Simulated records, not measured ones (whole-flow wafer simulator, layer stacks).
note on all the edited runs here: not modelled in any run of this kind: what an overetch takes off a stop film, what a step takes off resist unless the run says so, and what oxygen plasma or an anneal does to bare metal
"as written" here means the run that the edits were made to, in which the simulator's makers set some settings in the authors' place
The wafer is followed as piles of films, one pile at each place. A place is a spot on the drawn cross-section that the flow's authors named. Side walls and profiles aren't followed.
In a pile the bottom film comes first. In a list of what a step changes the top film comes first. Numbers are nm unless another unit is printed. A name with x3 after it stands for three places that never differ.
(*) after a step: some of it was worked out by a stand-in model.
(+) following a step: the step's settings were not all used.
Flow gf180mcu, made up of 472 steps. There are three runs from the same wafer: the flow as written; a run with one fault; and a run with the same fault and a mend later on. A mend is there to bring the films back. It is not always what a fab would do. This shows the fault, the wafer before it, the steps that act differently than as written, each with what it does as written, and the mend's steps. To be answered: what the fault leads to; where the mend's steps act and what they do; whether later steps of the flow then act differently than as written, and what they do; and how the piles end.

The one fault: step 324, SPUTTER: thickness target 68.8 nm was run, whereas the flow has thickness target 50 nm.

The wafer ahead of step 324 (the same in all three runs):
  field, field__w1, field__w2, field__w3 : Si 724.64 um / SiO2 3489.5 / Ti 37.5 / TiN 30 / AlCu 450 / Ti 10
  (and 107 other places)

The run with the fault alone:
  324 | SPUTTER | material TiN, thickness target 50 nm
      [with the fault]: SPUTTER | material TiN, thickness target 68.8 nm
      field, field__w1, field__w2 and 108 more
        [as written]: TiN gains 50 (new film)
        [with the fault]: TiN gains 68.8 (new film)
  Steps later in the flow that act otherwise than as written (3 more steps, not shown, differ only slightly: by at most 2% or 0.5 nm, whichever is larger):
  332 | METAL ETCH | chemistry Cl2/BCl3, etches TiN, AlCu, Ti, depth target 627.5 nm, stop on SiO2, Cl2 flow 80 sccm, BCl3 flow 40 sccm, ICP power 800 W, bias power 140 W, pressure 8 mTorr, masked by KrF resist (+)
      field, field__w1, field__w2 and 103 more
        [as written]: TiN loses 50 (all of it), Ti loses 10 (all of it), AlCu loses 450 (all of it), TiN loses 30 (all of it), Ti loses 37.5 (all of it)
        [with the fault]: TiN loses 68.8 (all of it), Ti loses 10 (all of it), AlCu loses 450 (all of it), TiN loses 30 (all of it), Ti loses 37.5 (all of it)
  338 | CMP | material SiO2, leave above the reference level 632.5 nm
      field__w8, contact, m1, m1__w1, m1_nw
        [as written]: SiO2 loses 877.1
        [with the fault]: SiO2 loses 895.9
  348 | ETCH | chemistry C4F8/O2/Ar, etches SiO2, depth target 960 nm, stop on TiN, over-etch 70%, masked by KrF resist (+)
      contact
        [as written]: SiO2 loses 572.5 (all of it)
        [with the fault]: SiO2 loses 553.7 (all of it)
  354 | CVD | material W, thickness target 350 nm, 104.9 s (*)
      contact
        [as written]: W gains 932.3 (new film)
        [with the fault]: W gains 913.3 (new film)
  The piles end different from the flow's at field__w8, contact, m1, m1__w1, m1_nw by more than 2% or 0.5 nm, whichever is larger.
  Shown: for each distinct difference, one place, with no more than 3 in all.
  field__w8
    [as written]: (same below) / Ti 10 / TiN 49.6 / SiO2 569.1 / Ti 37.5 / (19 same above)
    [with the fault]: (same below) / Ti 10 / TiN 68.4 / SiO2 550.3 / Ti 37.5 / (19 same above)
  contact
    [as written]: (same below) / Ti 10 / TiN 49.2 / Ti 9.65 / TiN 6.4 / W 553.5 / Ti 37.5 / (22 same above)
    [with the fault]: (same below) / Ti 10 / TiN 68 / Ti 9.76 / TiN 6.47 / W 534.5 / Ti 37.5 / (22 same above)

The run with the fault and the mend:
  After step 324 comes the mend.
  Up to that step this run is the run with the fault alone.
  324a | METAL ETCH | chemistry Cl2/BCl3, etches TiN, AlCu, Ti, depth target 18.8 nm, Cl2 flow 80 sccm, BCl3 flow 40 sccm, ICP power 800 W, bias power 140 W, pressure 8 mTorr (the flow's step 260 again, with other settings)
      field, field__w1, field__w2 and 108 more
        TiN loses 18.8
  Every later step of the flow that is run acts as written at every place that is followed.
  At every place that both follow, the piles at the end match the flow's.
